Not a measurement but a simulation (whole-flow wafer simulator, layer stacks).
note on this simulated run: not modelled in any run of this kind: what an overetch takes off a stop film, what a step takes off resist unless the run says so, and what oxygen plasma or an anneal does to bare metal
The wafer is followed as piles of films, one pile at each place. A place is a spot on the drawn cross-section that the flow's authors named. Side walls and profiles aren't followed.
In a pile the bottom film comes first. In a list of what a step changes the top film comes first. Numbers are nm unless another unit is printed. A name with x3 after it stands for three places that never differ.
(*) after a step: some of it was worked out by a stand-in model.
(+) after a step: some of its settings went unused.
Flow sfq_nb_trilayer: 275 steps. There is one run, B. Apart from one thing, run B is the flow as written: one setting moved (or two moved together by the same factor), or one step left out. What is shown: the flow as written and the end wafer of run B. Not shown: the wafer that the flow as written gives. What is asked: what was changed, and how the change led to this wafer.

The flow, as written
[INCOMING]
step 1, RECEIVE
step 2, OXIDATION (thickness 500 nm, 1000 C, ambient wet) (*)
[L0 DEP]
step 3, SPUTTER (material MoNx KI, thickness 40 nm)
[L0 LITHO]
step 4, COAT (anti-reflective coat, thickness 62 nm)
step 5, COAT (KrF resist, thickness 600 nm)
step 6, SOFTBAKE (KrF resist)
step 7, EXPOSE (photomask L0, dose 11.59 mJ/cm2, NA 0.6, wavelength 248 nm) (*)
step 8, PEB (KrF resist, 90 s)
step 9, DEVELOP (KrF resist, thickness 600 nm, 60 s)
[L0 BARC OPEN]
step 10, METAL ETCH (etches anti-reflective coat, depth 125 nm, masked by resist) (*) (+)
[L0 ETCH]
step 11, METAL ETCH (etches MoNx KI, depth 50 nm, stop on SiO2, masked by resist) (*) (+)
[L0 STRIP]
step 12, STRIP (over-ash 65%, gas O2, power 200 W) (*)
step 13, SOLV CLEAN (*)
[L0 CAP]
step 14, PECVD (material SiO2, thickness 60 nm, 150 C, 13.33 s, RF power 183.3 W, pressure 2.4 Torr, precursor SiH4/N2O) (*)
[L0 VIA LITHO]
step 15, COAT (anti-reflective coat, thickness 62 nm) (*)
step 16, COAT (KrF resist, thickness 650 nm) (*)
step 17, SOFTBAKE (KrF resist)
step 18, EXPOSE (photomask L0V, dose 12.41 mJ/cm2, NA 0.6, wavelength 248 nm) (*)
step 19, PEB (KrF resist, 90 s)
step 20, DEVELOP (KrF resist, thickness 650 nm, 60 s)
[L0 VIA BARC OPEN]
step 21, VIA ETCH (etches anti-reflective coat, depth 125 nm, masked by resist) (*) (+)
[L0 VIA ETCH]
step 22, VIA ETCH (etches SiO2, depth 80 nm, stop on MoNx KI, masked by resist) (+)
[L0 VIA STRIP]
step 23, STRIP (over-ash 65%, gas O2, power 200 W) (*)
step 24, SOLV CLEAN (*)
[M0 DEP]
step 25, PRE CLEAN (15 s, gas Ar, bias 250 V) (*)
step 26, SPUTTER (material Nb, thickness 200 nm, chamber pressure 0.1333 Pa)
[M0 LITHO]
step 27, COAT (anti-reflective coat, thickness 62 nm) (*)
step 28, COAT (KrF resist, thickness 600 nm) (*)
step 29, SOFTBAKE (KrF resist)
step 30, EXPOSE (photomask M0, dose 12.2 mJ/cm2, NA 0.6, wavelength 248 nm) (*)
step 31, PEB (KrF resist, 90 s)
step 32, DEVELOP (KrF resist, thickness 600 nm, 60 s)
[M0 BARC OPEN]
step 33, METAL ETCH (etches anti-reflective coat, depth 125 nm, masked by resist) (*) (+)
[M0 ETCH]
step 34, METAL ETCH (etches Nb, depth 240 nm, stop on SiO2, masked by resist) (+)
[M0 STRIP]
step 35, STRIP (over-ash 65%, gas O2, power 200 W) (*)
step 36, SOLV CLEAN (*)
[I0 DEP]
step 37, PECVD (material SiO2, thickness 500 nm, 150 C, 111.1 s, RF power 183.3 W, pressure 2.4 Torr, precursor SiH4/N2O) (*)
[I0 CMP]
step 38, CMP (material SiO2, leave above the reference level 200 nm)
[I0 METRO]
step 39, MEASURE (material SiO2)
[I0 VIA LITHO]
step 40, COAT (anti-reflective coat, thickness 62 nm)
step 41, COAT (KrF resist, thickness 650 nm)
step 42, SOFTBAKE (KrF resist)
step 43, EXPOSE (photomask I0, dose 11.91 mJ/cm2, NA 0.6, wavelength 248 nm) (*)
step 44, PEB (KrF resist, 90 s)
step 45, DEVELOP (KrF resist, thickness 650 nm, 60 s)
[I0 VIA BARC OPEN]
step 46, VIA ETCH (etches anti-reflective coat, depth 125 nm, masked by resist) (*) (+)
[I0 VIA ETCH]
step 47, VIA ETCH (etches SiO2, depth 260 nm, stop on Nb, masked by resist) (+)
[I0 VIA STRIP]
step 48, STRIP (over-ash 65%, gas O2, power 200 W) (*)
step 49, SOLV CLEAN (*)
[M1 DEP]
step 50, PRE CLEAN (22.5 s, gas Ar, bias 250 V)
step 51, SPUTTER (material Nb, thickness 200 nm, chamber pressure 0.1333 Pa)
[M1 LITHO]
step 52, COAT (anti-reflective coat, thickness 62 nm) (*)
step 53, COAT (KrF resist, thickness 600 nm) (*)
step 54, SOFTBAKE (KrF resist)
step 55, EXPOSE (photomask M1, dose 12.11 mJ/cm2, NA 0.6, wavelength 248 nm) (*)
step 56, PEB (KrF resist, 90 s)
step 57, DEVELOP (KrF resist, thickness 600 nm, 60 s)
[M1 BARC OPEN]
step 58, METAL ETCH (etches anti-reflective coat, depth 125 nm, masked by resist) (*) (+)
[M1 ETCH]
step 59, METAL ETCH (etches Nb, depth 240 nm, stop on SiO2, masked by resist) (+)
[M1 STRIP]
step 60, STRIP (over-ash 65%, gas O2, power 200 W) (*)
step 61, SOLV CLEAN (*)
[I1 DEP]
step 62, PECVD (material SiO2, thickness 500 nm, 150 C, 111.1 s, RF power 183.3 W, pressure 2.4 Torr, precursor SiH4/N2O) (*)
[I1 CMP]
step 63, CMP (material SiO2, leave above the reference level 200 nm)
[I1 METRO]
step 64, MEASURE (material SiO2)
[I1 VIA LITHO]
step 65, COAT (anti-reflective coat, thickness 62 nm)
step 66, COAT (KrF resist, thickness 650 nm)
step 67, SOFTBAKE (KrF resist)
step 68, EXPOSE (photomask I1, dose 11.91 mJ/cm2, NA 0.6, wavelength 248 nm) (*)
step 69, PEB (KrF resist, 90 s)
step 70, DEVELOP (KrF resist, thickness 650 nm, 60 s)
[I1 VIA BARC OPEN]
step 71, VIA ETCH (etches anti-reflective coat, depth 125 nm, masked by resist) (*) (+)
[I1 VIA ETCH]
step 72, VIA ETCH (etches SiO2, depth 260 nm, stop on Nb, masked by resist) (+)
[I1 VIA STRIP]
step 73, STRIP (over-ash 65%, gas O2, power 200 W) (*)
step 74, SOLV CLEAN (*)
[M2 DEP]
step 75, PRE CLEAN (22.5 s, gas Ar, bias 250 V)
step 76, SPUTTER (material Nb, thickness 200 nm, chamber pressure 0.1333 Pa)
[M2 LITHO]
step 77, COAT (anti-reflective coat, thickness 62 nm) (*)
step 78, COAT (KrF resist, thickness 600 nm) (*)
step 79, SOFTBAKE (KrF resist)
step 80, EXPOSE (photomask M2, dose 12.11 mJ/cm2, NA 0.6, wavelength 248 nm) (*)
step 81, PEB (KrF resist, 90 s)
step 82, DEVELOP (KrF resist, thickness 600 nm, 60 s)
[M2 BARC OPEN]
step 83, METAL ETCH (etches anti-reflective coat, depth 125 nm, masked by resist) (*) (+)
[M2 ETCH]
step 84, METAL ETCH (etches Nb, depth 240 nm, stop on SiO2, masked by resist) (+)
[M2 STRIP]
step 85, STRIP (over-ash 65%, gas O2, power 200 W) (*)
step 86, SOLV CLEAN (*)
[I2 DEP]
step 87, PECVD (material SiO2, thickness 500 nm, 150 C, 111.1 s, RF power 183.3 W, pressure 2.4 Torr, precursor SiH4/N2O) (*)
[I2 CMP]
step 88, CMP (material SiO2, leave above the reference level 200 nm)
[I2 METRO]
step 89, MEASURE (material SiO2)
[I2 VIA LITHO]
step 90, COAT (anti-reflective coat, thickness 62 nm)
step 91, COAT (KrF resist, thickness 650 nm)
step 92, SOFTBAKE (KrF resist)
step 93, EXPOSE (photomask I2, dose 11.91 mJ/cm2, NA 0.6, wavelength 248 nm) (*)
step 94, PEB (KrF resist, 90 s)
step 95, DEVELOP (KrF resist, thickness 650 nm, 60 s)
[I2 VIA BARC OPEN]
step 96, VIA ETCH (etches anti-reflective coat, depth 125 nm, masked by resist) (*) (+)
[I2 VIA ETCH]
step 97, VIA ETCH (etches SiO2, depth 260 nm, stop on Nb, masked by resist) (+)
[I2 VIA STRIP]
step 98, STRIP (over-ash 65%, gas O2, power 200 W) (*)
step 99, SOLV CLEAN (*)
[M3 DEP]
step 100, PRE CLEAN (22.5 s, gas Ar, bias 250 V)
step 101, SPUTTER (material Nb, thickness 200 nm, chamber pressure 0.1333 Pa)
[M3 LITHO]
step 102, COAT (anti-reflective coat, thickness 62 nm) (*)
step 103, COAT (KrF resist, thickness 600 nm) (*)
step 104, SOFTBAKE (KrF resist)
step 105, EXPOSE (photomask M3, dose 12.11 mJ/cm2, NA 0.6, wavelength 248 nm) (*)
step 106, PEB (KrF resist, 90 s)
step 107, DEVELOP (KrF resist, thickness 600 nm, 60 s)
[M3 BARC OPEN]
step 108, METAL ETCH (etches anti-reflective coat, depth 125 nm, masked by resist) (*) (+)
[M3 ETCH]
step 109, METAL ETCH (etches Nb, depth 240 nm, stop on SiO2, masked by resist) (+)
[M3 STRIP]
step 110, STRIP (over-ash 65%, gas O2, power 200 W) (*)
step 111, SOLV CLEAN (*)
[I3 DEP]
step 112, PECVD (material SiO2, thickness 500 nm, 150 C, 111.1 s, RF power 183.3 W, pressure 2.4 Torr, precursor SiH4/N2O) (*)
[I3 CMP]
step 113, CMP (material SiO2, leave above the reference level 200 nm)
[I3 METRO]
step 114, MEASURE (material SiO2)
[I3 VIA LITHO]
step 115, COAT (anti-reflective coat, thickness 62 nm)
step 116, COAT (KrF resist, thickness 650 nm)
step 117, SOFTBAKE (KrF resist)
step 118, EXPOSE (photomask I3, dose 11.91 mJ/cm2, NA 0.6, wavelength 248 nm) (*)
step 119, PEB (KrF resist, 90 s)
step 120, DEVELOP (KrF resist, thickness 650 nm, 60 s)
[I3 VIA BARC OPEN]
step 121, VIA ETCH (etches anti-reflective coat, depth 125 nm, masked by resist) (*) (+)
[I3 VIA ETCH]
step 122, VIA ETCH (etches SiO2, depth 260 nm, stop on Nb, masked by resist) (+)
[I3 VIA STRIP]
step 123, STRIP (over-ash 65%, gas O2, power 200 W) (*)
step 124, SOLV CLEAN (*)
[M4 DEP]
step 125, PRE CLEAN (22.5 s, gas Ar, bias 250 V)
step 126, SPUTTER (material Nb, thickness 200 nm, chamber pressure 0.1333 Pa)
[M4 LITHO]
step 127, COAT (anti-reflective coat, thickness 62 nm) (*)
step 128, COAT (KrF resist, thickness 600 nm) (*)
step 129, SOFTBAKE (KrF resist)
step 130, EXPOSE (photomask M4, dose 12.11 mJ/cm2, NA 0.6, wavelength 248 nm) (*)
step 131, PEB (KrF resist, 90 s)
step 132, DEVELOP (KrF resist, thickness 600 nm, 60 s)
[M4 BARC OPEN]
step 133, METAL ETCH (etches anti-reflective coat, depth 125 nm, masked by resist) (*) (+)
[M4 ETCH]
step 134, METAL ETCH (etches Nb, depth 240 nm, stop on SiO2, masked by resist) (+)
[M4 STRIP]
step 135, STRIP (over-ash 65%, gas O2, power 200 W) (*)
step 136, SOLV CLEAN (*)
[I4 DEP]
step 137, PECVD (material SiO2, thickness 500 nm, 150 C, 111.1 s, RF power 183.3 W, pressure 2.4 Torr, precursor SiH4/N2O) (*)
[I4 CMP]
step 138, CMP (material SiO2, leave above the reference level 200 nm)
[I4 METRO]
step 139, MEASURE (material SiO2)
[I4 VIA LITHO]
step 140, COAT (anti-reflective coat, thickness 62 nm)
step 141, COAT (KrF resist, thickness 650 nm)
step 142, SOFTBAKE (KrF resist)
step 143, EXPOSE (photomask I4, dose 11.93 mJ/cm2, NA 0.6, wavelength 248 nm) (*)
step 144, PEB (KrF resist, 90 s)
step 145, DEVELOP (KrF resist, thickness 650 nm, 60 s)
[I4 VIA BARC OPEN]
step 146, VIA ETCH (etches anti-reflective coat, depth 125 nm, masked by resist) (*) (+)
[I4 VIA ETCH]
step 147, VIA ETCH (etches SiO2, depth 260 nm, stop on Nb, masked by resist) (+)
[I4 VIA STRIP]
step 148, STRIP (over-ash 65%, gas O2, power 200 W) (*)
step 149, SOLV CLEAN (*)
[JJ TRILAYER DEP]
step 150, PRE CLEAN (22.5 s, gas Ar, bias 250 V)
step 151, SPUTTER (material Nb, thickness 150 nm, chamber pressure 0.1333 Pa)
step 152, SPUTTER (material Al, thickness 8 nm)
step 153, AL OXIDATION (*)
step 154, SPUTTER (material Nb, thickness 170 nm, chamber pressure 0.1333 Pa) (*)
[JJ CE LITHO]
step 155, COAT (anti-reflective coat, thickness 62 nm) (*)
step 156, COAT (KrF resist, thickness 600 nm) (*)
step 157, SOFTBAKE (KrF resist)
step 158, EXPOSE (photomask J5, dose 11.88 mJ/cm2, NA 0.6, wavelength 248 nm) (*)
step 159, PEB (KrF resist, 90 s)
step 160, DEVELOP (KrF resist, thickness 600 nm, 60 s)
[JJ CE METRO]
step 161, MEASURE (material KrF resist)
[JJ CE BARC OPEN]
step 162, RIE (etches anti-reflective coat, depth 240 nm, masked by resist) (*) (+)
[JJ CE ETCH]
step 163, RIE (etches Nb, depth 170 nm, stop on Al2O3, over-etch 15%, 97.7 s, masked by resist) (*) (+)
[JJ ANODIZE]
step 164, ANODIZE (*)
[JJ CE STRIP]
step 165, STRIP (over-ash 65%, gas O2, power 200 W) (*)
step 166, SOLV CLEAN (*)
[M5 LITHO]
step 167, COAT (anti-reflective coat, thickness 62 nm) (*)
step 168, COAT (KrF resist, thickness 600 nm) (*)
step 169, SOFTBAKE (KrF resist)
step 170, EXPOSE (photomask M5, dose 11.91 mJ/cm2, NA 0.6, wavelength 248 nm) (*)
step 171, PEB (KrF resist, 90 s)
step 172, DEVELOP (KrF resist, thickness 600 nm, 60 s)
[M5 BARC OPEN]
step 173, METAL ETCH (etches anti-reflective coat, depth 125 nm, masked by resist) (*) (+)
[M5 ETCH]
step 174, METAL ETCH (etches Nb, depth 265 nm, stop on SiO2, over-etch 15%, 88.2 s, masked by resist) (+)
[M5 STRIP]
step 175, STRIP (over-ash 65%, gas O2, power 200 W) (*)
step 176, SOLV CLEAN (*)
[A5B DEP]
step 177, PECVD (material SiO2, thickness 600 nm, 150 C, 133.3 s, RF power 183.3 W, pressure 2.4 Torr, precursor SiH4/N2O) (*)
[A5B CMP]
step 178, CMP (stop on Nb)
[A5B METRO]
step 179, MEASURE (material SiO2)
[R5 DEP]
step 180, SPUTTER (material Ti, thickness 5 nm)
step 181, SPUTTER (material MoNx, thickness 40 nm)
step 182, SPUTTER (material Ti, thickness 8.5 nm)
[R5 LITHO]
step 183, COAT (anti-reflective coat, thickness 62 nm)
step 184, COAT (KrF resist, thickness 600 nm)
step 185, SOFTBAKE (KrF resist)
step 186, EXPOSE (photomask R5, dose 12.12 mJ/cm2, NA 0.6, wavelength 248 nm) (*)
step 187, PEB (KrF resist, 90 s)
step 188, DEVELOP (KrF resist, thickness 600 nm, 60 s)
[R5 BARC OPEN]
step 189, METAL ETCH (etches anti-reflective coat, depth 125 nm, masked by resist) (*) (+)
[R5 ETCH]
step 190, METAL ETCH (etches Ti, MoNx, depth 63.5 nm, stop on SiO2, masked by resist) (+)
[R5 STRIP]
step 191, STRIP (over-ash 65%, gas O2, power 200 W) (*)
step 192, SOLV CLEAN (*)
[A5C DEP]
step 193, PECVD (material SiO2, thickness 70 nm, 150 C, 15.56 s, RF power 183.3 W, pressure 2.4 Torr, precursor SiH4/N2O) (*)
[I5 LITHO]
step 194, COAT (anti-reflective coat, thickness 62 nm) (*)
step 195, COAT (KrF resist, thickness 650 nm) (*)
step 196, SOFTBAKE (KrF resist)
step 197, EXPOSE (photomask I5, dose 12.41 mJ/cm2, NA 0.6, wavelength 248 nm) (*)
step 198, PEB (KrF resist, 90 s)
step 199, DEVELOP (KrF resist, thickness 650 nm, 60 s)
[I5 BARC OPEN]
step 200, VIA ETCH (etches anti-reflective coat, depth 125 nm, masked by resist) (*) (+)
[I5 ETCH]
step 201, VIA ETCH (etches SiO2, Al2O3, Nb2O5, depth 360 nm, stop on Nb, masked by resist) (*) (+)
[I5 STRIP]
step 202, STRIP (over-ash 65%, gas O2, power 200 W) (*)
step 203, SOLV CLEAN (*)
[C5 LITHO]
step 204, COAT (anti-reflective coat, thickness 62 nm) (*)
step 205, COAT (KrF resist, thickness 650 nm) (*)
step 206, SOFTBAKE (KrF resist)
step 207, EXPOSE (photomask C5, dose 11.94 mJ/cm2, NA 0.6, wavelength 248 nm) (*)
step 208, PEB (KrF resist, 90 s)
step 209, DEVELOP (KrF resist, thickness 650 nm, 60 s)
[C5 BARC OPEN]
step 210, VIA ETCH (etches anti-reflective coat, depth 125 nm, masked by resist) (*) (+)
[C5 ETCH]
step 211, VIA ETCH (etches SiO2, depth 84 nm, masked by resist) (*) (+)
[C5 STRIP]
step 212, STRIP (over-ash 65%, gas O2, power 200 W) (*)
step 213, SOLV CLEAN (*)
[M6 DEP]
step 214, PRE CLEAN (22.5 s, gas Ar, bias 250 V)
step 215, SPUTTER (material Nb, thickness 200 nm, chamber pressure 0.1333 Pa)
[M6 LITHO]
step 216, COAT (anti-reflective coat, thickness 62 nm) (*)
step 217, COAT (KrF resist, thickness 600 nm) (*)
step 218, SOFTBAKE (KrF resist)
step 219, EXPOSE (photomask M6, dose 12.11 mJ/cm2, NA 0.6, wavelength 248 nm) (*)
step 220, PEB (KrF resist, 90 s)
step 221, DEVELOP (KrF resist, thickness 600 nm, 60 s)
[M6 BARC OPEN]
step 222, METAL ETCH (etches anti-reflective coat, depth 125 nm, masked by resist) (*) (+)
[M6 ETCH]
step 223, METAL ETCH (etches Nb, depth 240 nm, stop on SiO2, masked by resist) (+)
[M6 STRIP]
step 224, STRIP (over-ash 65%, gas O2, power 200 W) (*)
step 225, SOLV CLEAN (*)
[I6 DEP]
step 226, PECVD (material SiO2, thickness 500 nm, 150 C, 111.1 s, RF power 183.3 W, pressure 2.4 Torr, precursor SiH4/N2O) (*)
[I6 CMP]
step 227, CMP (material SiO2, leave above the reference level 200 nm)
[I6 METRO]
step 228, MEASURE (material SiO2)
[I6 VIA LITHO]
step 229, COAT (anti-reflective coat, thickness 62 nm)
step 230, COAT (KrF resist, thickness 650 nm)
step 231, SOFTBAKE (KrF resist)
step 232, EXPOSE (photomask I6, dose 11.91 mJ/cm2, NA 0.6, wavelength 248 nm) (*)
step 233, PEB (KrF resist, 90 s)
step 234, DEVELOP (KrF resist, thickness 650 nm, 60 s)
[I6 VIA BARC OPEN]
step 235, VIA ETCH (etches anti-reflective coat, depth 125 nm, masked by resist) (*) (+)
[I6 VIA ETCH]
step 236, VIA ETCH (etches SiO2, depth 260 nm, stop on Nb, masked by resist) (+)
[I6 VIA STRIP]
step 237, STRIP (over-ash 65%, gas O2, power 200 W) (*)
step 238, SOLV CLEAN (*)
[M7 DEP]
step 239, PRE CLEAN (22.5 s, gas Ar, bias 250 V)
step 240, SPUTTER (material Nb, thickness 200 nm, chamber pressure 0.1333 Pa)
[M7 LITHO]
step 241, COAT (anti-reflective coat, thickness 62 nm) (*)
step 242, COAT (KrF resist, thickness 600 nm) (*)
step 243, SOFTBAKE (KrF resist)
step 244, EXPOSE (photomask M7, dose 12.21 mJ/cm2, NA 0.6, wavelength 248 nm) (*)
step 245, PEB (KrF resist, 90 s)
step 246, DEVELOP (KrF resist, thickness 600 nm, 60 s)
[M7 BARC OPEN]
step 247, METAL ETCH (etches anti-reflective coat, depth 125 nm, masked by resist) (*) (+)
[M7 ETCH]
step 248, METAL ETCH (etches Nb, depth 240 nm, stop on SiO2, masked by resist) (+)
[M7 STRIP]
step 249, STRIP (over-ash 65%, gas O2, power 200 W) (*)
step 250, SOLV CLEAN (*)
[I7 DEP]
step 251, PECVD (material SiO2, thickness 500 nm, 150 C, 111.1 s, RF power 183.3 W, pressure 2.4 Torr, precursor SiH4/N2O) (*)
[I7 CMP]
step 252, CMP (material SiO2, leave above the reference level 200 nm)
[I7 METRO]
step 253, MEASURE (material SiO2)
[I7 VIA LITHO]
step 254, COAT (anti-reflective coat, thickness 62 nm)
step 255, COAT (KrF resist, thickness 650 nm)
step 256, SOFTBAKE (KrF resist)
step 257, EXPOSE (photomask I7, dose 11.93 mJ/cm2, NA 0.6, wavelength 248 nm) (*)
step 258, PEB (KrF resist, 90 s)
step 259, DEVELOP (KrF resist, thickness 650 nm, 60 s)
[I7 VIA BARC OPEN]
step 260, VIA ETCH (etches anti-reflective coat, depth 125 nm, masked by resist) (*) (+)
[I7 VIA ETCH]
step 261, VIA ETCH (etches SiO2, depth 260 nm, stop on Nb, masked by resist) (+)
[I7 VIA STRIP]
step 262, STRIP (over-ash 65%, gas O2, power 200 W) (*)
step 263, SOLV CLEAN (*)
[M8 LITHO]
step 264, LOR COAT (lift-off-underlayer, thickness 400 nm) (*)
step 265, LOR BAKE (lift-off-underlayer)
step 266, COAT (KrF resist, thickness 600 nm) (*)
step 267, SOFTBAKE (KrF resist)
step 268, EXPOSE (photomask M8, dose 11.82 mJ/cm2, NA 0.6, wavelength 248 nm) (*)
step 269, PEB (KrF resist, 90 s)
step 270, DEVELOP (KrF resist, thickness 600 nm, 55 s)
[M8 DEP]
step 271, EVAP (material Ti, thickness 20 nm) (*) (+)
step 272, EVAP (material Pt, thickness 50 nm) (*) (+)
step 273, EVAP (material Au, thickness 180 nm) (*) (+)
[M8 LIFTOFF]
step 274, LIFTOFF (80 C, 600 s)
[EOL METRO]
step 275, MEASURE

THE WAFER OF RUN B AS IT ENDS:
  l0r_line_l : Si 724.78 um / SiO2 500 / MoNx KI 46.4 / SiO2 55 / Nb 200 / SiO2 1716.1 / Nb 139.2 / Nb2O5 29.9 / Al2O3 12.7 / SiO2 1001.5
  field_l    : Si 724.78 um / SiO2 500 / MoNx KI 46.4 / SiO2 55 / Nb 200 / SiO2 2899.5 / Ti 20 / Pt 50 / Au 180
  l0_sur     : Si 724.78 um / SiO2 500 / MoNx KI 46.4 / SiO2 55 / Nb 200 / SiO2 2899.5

The reason: step 3, SPUTTER: thickness 46.4 nm was run, though the flow has thickness 40 nm.
One can read it off the wafer: l0r_line_l has MoNx KI 46.4, and step 3 as written asks for 40 nm.

How this came from the change, step by step:
  step 3, SPUTTER (material MoNx KI, thickness 40 nm)
      field_l, v_sur, via_wl and 103 more: MoNx KI gains 46.4 (new film) (it would be, as written: MoNx KI gains 40 (new film))
  step 11, METAL ETCH (etches MoNx KI, depth 50 nm, stop on SiO2, masked by resist) (*) (+)
      v_sur, via_wl, via_w and 97 more: MoNx KI loses 46.4 (all of it) (it would be, as written: MoNx KI loses 40 (all of it))
  step 15, COAT (anti-reflective coat, thickness 62 nm) (*)
      v_sur: anti-reflective coat gains 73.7 (new film) (it would be, as written: anti-reflective coat gains 72.2 (new film))
      l0r_space_c: anti-reflective coat gains 79.5 (new film) (it would be, as written: anti-reflective coat gains 77.2 (new film))
  step 23, STRIP (over-ash 65%, gas O2, power 200 W) (*)
      v_sur: KrF resist loses 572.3 (all of it), anti-reflective coat loses 73.7 (all of it) (it would be, as written: KrF resist loses 570.5 (all of it), anti-reflective coat loses 72.2 (all of it))
      l0r_space_c: KrF resist loses 579.7 (all of it), anti-reflective coat loses 79.5 (all of it) (it would be, as written: KrF resist loses 576.8 (all of it), anti-reflective coat loses 77.2 (all of it))
  step 27, COAT (anti-reflective coat, thickness 62 nm) (*)
      v_sur: anti-reflective coat gains 74.2 (new film) (it would be, as written: anti-reflective coat gains 72.3 (new film))
      l0r_space_c: anti-reflective coat gains 80.6 (new film) (it would be, as written: anti-reflective coat gains 78 (new film))
  step 35, STRIP (over-ash 65%, gas O2, power 200 W) (*)
      v_sur: KrF resist loses 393 (all of it), anti-reflective coat loses 74.2 (all of it) (it would be, as written: KrF resist loses 391.6 (all of it), anti-reflective coat loses 72.3 (all of it))
      l0r_space_c: KrF resist loses 400 (all of it), anti-reflective coat loses 80.6 (all of it) (it would be, as written: KrF resist loses 397.6 (all of it), anti-reflective coat loses 78 (all of it))
  step 38, CMP (material SiO2, leave above the reference level 200 nm)
      l0v: SiO2 loses 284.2 (it would be, as written: SiO2 loses 277.8)
